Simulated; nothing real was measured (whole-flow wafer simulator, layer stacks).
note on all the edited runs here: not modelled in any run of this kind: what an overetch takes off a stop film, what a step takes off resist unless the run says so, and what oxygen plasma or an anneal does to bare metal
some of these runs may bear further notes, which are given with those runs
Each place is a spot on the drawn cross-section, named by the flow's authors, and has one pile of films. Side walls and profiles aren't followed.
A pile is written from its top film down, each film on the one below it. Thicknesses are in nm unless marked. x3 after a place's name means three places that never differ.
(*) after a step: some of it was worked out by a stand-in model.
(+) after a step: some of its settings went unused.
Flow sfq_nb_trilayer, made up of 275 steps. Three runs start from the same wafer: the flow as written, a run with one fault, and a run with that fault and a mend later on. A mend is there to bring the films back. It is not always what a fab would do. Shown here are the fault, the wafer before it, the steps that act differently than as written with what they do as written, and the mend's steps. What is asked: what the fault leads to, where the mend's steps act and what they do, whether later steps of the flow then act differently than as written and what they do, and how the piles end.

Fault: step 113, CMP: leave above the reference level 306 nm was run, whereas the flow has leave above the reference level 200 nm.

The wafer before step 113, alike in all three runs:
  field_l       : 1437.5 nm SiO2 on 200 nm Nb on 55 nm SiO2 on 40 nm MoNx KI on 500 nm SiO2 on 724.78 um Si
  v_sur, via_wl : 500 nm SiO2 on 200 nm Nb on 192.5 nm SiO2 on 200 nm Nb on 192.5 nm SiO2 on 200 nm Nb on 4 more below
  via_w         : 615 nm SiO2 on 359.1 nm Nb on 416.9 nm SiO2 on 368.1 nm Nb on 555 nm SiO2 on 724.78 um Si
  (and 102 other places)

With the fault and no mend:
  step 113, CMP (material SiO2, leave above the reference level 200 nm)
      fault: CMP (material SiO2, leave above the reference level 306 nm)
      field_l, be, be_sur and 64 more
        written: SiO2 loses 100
        fault: nothing
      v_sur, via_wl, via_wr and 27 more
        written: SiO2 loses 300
        fault: SiO2 loses 194
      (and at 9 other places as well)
  Steps further on in the flow that do not act as written (6 other steps are not shown; they differ only slightly, by no more than 2% or 0.5 nm, whichever is larger):
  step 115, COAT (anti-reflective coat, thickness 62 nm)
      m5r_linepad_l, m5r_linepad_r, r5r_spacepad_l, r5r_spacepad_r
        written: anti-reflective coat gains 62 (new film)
        fault: anti-reflective coat gains 64.5 (new film)
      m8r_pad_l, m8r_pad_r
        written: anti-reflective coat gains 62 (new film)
        fault: anti-reflective coat gains 63.7 (new film)
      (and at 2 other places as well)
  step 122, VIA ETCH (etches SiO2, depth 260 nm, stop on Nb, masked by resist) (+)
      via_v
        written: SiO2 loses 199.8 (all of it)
        fault: SiO2 loses 260
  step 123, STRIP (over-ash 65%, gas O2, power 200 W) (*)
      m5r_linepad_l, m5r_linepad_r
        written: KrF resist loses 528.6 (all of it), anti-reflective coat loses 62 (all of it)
        fault: KrF resist loses 527.9 (all of it), anti-reflective coat loses 64.5 (all of it)
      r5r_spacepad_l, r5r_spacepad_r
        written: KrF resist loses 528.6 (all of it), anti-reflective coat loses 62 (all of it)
        fault: KrF resist loses 528.1 (all of it), anti-reflective coat loses 64.5 (all of it)
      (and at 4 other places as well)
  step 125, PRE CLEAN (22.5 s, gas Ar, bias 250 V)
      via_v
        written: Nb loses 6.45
        fault: SiO2 loses 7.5
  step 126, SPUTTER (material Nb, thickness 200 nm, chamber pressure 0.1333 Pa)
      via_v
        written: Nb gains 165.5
        fault: Nb gains 152.6 (new film)
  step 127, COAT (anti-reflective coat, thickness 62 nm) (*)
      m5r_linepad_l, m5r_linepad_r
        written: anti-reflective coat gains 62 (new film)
        fault: anti-reflective coat gains 64.2 (new film)
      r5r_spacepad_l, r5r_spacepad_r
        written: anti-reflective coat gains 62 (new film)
        fault: anti-reflective coat gains 64.3 (new film)
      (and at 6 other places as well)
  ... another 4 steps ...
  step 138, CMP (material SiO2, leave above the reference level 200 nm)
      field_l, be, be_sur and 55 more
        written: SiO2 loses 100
        fault: SiO2 loses 94
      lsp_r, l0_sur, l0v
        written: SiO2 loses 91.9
        fault: SiO2 loses 85.9
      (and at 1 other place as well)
  By the end, the piles at field_l, v_sur, via_wl and 103 more depart from the flow's by more than 2% or 0.5 nm, whichever is larger.
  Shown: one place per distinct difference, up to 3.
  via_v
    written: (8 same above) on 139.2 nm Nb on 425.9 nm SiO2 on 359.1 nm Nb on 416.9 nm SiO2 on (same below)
    fault: (8 same above) on 139.2 nm Nb on 500.1 nm SiO2 on 152.6 nm Nb on 38.3 nm SiO2 on 200 nm Nb on 416.9 nm SiO2 on (same below)
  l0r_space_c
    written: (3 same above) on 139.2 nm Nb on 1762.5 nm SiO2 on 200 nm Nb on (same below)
    fault: (3 same above) on 139.2 nm Nb on 1868.5 nm SiO2 on 200 nm Nb on (same below)
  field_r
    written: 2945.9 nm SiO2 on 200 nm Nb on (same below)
    fault: 3051.9 nm SiO2 on 200 nm Nb on (same below)

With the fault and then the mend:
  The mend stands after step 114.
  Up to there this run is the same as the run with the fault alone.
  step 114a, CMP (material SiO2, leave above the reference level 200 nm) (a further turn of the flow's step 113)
      field_l, be, be_sur and 64 more
        SiO2 loses 100
      v_sur, via_wl, via_w and 36 more
        SiO2 loses 106
  None of the later steps of the flow acts differently than as written at any place that is followed.
  The piles end the same as the flow's at every place that both follow.
